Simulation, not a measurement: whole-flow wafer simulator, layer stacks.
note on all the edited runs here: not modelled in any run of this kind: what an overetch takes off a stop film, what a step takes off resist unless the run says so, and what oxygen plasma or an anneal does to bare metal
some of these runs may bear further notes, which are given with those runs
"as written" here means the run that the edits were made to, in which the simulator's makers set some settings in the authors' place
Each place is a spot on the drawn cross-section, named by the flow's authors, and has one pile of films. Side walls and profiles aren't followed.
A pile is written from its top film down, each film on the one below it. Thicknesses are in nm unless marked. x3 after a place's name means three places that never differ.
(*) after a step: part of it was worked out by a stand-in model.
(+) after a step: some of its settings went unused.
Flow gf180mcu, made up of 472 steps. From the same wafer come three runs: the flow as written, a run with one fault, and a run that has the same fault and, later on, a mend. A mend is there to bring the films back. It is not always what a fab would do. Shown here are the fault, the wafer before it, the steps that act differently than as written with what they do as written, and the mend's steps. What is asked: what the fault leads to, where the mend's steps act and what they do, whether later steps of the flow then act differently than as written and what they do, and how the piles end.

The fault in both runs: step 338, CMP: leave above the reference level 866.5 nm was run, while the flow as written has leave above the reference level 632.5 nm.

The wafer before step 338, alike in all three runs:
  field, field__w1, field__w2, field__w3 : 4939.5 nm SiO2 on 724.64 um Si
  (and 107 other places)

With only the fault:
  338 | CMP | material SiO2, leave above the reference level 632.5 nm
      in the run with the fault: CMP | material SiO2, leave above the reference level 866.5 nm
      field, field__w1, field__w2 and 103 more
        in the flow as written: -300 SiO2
        in the run with the fault: -66 SiO2
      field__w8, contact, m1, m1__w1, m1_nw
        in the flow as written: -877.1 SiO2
        in the run with the fault: -643.1 SiO2
  Steps later in the flow that act otherwise than as written:
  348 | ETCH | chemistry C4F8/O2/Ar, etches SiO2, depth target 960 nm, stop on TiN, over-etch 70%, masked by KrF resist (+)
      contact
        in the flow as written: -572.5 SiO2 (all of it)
        in the run with the fault: -806.5 SiO2 (all of it)
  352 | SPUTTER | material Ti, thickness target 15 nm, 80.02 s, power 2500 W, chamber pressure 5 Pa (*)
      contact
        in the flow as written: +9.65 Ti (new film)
        in the run with the fault: +8.43 Ti (new film)
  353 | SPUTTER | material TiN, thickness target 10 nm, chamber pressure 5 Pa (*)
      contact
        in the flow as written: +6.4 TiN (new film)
        in the run with the fault: +5.59 TiN (new film)
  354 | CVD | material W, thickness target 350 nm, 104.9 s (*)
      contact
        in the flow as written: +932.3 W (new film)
        in the run with the fault: +1168.3 W (new film)
  By the end, the piles at field, field__w1, field__w2 and 109 more depart from the flow's by more than 2% or 0.5 nm, whichever is larger.
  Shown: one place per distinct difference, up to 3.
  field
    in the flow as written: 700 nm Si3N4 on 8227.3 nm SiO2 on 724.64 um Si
    in the run with the fault: 700 nm Si3N4 on 8461.3 nm SiO2 on 724.64 um Si
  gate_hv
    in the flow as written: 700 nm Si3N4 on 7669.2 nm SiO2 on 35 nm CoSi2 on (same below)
    in the run with the fault: 700 nm Si3N4 on 7903.2 nm SiO2 on 35 nm CoSi2 on (same below)
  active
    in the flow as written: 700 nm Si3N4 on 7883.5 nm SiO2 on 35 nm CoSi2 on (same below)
    in the run with the fault: 700 nm Si3N4 on 8117.5 nm SiO2 on 35 nm CoSi2 on (same below)

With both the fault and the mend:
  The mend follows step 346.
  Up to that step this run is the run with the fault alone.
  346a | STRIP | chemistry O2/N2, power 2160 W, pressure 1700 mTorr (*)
      field, field__w1, field__w2 and 107 more
        -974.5 KrF resist (all of it), -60 anti-reflective coat (all of it)
      contact
        -60 anti-reflective coat (all of it)
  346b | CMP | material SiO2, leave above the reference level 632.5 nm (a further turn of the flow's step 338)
      field, field__w1, field__w2 and 108 more
        -234 SiO2
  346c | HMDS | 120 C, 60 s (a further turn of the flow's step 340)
      does not change any film at any place that is followed
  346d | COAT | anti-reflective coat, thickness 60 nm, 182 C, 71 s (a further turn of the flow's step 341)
      field, field__w1, field__w2 and 108 more
        +60 anti-reflective coat (new film)
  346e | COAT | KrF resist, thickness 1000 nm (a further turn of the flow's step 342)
      field, field__w1, field__w2 and 108 more
        +1000 KrF resist (new film)
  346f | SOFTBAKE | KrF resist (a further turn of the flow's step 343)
      does not change any film at any place that is followed
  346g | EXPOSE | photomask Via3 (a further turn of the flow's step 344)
      does not change any film at any place that is followed
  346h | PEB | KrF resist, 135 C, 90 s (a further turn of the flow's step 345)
      field, field__w1, field__w2 and 108 more
        -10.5 KrF resist
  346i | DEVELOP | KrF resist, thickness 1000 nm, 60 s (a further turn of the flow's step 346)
      field, field__w1, field__w2 and 107 more
        -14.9 KrF resist
      contact
        -989.5 KrF resist (all of it)
  None of the later steps of the flow acts differently than as written at any place that is followed.
  The piles end the same as the flow's at every place that both follow.
